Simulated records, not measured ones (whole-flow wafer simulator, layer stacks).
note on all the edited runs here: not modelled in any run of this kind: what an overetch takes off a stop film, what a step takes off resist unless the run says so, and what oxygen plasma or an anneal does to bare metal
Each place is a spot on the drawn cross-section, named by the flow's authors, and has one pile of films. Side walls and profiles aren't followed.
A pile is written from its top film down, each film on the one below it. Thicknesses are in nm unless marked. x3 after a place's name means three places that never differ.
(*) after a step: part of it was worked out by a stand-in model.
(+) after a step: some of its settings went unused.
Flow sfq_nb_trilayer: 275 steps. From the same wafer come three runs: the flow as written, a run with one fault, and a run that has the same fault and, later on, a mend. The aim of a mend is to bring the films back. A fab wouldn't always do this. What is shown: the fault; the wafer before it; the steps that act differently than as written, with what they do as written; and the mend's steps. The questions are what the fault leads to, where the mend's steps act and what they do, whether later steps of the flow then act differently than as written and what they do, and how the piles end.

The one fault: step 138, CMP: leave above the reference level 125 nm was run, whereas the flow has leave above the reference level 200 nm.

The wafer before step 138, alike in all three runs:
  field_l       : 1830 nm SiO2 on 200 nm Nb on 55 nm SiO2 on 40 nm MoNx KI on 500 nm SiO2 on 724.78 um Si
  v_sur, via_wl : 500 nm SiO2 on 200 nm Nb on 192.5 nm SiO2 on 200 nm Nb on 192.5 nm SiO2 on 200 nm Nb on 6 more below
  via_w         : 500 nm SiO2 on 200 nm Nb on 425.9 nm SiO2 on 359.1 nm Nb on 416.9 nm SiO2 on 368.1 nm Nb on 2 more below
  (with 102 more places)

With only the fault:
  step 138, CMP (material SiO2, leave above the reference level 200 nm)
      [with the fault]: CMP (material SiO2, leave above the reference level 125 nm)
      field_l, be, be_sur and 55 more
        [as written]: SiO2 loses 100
        [with the fault]: SiO2 loses 175
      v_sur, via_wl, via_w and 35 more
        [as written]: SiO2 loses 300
        [with the fault]: SiO2 loses 375
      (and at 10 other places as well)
  Steps further on in the flow that do not act as written (4 more steps, not shown, differ only slightly: by at most 2% or 0.5 nm, whichever is larger):
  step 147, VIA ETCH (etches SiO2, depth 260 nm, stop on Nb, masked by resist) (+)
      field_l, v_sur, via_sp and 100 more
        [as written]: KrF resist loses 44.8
        [with the fault]: KrF resist loses 32.3
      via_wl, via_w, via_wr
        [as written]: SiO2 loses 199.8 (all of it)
        [with the fault]: SiO2 loses 124.8 (all of it)
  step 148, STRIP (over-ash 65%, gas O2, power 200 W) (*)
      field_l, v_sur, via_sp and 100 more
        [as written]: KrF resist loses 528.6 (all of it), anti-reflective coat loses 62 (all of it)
        [with the fault]: KrF resist loses 541.1 (all of it), anti-reflective coat loses 62 (all of it)
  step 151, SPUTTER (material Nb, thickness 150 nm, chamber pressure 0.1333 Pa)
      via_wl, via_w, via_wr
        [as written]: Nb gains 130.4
        [with the fault]: Nb gains 139.2
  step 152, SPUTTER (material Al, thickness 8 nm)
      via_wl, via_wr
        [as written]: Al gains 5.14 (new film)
        [with the fault]: Al gains 6.04 (new film)
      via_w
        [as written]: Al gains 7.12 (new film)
        [with the fault]: Al gains 7.79 (new film)
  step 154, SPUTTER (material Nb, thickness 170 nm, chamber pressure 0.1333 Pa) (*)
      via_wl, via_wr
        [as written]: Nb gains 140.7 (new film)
        [with the fault]: Nb gains 123.7 (new film)
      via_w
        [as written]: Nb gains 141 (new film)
        [with the fault]: Nb gains 165.9 (new film)
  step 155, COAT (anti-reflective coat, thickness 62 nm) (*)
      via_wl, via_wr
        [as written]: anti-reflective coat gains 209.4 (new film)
        [with the fault]: anti-reflective coat gains 185.3 (new film)
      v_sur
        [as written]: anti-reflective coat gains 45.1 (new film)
        [with the fault]: anti-reflective coat gains 48.8 (new film)
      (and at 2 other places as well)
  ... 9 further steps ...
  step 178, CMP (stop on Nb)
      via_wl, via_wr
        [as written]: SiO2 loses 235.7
        [with the fault]: SiO2 loses 319.2
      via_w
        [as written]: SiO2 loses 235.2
        [with the fault]: SiO2 loses 318.8
  At field_l, v_sur, via_wl and 103 more, the piles at the end differ from the flow's by more than 2% or 0.5 nm, whichever is larger.
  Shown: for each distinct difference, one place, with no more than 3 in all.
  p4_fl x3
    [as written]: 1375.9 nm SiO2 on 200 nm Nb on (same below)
    [with the fault]: 1300.9 nm SiO2 on 200 nm Nb on (same below)
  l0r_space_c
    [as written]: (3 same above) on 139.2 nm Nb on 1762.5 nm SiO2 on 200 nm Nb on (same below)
    [with the fault]: (3 same above) on 139.2 nm Nb on 1687.5 nm SiO2 on 200 nm Nb on (same below)
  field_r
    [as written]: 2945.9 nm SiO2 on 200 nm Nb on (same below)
    [with the fault]: 2870.9 nm SiO2 on 200 nm Nb on (same below)

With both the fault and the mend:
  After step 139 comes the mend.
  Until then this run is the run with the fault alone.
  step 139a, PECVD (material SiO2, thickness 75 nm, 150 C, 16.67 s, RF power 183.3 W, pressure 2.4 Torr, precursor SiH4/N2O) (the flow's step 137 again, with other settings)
      field_l, v_sur, via_wl and 103 more
        SiO2 gains 75
  Every later step of the flow that is run acts as written, at every place that is followed, to within 2% or 0.5 nm, whichever is larger.
  The piles end only slightly different from the flow's at the places that both follow, by no more than 2% or 0.5 nm, whichever is larger.
